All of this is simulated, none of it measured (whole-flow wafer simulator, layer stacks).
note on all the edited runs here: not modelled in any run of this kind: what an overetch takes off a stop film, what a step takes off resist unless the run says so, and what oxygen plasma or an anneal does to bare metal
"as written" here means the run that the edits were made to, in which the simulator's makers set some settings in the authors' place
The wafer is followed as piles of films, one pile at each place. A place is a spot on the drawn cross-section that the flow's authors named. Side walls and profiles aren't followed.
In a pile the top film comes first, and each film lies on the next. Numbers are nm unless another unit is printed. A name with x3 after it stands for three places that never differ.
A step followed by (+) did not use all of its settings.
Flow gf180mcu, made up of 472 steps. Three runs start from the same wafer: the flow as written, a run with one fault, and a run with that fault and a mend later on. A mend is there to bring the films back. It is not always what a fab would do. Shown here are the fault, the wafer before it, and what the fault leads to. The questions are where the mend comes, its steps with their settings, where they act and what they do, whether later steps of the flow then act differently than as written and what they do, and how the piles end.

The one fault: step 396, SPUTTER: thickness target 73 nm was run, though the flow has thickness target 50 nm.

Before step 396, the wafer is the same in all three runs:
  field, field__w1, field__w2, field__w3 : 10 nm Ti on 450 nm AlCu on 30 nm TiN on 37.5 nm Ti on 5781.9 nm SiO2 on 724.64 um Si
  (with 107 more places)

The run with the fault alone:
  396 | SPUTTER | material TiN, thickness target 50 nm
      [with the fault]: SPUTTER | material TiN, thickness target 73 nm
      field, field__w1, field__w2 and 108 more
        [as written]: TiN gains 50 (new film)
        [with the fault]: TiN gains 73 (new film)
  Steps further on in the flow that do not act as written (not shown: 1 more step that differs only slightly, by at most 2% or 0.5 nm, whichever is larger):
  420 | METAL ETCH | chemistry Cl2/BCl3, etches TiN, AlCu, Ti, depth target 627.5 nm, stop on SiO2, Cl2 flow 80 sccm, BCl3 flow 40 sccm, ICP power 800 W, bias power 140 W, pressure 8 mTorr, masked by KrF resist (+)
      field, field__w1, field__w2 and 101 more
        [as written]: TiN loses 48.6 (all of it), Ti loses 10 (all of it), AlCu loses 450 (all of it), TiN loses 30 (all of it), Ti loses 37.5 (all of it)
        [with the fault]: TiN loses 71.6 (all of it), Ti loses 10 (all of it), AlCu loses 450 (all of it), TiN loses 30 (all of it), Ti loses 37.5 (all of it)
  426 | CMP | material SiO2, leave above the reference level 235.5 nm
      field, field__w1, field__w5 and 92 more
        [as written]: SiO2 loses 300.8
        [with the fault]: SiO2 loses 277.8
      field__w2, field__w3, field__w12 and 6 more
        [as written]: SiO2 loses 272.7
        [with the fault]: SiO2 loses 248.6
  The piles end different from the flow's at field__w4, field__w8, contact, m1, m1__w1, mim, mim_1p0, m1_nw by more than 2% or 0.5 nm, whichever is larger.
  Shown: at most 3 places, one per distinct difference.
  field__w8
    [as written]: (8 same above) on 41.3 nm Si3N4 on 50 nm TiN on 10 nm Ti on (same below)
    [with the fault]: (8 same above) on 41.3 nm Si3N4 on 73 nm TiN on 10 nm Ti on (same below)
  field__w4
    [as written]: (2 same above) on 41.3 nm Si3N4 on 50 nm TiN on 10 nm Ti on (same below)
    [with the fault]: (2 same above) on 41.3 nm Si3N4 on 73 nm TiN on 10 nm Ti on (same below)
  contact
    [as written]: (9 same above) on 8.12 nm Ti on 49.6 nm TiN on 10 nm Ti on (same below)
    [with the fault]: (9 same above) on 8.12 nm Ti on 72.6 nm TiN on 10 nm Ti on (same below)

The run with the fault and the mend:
  After step 396 comes the mend.
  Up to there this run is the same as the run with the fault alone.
  396a | METAL ETCH | chemistry Cl2/BCl3, etches TiN, AlCu, Ti, depth target 23 nm, Cl2 flow 80 sccm, BCl3 flow 40 sccm, ICP power 800 W, bias power 140 W, pressure 8 mTorr (the flow's step 260 again, with other settings)
      field, field__w1, field__w2 and 108 more
        TiN loses 23
  Every later step of the flow that is run acts as written at every place that is followed.
  At every place that both follow, the piles at the end match the flow's.
